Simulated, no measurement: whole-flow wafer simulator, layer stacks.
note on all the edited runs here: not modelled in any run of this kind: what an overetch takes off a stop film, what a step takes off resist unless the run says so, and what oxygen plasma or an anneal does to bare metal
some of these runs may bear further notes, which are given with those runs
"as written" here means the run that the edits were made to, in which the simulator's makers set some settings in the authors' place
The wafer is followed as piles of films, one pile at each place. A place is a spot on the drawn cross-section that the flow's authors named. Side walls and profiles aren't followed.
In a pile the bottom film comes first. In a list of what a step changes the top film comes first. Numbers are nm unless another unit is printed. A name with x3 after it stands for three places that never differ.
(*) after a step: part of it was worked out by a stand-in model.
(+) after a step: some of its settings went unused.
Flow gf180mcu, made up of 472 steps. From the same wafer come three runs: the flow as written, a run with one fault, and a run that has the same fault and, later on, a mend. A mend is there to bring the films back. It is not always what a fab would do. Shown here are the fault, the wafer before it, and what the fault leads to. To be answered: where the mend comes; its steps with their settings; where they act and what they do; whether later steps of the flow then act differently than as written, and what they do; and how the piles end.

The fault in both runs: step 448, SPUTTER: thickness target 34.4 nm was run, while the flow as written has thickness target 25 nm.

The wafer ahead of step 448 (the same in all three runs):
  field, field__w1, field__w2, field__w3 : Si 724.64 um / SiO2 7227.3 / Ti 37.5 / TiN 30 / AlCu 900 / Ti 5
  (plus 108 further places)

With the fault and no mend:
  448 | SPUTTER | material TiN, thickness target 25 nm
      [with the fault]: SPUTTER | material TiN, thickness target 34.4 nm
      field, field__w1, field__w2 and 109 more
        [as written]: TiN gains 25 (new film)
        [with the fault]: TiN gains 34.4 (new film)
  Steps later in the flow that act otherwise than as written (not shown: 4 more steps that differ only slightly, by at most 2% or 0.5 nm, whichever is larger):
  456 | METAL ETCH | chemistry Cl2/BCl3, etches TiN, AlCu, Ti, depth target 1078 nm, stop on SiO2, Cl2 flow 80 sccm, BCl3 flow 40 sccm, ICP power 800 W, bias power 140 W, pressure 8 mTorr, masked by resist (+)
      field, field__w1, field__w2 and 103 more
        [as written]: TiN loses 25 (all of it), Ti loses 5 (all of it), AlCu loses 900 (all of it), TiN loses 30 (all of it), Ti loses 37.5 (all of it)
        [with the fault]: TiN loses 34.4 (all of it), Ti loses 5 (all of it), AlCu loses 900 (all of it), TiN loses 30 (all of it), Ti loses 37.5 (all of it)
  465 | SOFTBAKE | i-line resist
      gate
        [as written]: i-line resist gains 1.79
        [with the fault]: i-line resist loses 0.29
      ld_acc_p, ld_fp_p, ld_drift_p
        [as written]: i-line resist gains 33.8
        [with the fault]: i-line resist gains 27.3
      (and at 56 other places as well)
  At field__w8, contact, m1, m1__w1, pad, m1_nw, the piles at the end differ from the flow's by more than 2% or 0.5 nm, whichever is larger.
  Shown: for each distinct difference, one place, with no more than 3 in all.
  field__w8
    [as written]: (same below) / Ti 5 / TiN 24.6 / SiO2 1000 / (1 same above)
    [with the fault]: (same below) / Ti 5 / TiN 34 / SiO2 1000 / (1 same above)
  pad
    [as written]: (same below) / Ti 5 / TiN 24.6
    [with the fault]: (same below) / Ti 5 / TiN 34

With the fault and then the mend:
  The mend stands after step 455.
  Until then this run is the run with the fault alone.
  455a | STRIP | chemistry O2/N2, power 2160 W, pressure 1700 mTorr (*)
      field__w8, contact, m1, m1__w1, pad, m1_nw
        resist loses 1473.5 (all of it)
  455b | METAL ETCH | chemistry Cl2/BCl3, etches TiN, AlCu, Ti, depth target 9.4 nm, Cl2 flow 80 sccm, BCl3 flow 40 sccm, ICP power 800 W, bias power 140 W, pressure 8 mTorr (the flow's step 260, run once more with other settings)
      field, field__w1, field__w2 and 109 more
        TiN loses 9.4
  455c | HMDS | 120 C, 60 s (the flow's step 450, run once more)
      alters no film at any place that is followed
  455d | COAT | resist, thickness 1500 nm (the flow's step 451, run once more)
      field, field__w1, field__w2 and 109 more
        resist gains 1500 (new film)
  455e | SOFTBAKE | resist (the flow's step 452, run once more)
      alters no film at any place that is followed
  455f | EXPOSE | photomask MetalTop (the flow's step 453, run once more)
      alters no film at any place that is followed
  455g | PEB | resist, 70.3 s (the flow's step 454, run once more)
      field, field__w1, field__w2 and 109 more
        resist loses 26.5
  455h | DEVELOP | thickness 1500 nm, 60 s (the flow's step 455, run once more)
      field, field__w1, field__w2 and 103 more
        resist loses 1473.5 (all of it)
  None of the later steps of the flow acts differently than as written at any place that is followed.
  By the end, the piles equal the flow's at every place that both follow.
